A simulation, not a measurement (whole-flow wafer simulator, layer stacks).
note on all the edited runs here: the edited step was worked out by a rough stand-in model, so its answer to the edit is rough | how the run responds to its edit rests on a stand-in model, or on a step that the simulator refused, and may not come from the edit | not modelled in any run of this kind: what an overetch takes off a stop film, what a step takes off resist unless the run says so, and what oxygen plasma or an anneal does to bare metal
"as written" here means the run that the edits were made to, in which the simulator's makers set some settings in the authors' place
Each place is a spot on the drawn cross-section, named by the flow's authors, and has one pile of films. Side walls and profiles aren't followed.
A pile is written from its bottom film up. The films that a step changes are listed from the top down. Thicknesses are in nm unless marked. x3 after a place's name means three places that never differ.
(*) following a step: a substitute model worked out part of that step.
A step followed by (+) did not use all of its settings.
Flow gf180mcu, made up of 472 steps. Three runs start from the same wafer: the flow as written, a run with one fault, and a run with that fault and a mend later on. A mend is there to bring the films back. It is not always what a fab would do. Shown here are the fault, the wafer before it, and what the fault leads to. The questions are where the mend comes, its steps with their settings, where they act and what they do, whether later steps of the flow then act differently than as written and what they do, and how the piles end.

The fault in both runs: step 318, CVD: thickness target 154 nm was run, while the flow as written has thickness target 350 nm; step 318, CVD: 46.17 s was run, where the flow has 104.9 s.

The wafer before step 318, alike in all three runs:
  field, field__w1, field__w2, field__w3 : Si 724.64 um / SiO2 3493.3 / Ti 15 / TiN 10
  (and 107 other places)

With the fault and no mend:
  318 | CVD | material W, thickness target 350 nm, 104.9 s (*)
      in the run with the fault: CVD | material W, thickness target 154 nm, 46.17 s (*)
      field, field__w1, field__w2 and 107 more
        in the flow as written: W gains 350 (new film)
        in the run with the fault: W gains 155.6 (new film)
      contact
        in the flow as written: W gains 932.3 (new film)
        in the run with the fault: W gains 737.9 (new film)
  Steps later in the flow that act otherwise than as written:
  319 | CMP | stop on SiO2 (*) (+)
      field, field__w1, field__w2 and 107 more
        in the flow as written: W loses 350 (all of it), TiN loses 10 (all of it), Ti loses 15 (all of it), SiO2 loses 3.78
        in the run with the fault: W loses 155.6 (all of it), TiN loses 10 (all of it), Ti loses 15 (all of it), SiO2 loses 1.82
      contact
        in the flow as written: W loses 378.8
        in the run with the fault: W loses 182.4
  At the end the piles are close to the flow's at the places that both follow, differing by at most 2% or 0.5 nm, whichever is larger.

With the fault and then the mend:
  The mend follows step 318.
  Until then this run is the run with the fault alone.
  318a | CVD | material W, thickness target 196 nm, 58.77 s (the flow's step 318 again, with other settings)
      field, field__w1, field__w2 and 108 more
        W gains 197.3
  Later steps of the flow that are run all act as written at every place that is followed, up to a difference of at most 2% or 0.5 nm, whichever is larger.
  At the end the piles are close to the flow's at the places that both follow, differing by at most 2% or 0.5 nm, whichever is larger.
